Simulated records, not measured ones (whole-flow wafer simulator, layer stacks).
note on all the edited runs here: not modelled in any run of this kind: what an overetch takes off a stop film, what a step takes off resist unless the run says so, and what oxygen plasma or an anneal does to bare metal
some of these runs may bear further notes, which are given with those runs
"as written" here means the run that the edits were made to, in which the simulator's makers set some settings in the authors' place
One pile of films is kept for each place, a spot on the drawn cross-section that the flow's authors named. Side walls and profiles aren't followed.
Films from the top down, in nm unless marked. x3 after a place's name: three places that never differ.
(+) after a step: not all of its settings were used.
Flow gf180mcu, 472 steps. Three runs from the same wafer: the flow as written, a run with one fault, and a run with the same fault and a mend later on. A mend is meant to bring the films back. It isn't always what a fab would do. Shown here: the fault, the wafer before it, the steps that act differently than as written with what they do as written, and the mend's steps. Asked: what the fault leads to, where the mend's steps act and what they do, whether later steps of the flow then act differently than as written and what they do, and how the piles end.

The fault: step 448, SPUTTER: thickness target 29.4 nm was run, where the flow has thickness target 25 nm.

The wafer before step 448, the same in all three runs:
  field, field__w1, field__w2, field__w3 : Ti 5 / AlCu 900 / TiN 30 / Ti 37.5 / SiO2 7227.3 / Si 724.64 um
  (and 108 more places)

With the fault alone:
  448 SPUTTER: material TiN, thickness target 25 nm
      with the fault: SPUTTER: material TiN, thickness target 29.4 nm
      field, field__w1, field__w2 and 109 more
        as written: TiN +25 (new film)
        with the fault: TiN +29.4 (new film)
  Later steps of the flow that act differently than as written (4 more steps differ only slightly, by at most 2% or 0.5 nm, whichever is larger, and aren't shown):
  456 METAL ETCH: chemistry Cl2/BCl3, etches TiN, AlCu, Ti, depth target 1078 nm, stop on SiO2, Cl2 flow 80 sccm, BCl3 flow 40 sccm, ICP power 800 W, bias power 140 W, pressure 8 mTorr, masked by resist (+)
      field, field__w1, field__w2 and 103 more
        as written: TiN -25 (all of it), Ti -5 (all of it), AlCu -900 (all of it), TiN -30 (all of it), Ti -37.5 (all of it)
        with the fault: TiN -29.4 (all of it), Ti -5 (all of it), AlCu -900 (all of it), TiN -30 (all of it), Ti -37.5 (all of it)
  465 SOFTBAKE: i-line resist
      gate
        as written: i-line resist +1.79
        with the fault: i-line resist -0.34
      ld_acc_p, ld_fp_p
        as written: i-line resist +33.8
        with the fault: i-line resist +27
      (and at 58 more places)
  At the end the piles differ from the flow's by more than 2% or 0.5 nm, whichever is larger, at field__w8, contact, m1, m1__w1, pad, m1_nw.
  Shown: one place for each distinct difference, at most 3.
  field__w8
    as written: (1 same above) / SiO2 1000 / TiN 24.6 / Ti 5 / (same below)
    with the fault: (1 same above) / SiO2 1000 / TiN 29 / Ti 5 / (same below)
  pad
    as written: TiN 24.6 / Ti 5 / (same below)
    with the fault: TiN 29 / Ti 5 / (same below)

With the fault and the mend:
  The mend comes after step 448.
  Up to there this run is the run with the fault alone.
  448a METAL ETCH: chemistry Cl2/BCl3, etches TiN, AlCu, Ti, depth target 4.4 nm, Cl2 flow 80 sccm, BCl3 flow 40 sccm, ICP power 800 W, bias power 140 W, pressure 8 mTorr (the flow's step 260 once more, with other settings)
      field, field__w1, field__w2 and 109 more
        TiN -4.4
  No later step of the flow acts differently than as written at any place that is followed.
  At the end the piles are the same as the flow's at every place that both follow.
